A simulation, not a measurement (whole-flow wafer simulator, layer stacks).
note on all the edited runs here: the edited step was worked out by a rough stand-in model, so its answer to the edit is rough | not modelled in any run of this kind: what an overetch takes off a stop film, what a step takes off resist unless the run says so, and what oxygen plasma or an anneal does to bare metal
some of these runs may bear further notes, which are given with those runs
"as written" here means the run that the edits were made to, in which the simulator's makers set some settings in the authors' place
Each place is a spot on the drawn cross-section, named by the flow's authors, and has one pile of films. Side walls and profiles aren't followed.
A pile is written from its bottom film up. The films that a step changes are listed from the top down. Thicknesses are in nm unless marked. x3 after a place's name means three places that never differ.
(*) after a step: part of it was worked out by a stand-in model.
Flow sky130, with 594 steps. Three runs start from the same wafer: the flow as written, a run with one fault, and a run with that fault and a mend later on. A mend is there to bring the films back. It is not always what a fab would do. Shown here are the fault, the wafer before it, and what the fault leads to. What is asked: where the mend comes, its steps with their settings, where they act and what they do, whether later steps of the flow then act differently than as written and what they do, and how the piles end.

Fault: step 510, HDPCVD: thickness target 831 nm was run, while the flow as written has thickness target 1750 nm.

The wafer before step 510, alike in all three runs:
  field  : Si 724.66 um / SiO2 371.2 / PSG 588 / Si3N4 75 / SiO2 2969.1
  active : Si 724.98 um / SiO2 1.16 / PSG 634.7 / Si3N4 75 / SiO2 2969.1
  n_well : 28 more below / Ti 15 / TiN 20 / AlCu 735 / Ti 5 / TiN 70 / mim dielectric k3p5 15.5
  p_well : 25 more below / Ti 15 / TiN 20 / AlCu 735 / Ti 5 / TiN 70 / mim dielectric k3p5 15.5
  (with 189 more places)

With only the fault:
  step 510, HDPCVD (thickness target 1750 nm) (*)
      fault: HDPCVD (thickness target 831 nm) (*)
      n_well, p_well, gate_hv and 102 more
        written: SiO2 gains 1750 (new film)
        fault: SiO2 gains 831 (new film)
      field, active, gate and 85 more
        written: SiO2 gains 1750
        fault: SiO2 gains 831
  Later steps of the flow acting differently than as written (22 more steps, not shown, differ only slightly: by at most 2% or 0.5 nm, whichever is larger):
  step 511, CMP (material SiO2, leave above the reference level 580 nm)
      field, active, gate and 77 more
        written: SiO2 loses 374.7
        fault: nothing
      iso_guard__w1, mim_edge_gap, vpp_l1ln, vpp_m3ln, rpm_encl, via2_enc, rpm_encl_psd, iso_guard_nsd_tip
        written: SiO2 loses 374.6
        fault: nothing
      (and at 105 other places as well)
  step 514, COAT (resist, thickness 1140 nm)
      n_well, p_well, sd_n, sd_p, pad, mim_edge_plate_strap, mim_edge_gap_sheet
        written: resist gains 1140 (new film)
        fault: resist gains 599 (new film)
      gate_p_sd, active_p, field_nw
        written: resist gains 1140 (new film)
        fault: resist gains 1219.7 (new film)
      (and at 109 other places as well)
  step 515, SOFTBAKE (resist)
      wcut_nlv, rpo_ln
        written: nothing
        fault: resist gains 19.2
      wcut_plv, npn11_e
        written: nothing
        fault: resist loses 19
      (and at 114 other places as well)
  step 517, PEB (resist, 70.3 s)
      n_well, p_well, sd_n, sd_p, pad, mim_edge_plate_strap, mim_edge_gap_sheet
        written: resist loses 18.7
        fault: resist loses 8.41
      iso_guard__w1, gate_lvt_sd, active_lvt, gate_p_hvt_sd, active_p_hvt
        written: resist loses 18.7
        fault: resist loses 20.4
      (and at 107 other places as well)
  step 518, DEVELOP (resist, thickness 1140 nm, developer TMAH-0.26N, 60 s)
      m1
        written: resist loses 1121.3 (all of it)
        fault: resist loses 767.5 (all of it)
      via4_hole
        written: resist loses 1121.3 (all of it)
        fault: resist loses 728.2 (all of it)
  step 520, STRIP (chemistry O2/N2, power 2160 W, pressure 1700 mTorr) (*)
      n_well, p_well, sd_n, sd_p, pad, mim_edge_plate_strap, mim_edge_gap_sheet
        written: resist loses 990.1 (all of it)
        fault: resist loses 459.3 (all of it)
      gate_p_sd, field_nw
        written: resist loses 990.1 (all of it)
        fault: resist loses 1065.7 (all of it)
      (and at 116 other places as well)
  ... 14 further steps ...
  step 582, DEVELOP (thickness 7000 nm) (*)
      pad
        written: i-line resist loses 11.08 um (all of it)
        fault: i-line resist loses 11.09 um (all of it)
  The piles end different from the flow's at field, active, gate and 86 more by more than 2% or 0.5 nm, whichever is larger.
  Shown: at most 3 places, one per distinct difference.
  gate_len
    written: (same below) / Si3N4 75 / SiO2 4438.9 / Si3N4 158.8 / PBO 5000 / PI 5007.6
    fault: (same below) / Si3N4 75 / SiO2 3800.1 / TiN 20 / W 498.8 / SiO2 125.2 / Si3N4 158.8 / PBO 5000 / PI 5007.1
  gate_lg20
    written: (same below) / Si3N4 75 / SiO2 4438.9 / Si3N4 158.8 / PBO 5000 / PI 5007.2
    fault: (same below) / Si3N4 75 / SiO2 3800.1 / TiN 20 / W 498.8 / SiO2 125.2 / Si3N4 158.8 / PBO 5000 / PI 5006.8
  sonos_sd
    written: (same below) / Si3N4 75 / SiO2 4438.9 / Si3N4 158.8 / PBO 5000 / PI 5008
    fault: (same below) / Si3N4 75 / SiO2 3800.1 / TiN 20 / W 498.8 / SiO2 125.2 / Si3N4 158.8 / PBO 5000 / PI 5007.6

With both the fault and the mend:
  The mend stands after step 510.
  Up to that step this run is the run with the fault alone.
  step 510a, HDPCVD (thickness target 919 nm) (*) (the flow's step 510 again, with other settings)
      field, active, n_well and 190 more
        SiO2 gains 919
  Later steps of the flow that are run all act as written at every place that is followed.
  By the end, the piles equal the flow's at every place that both follow.
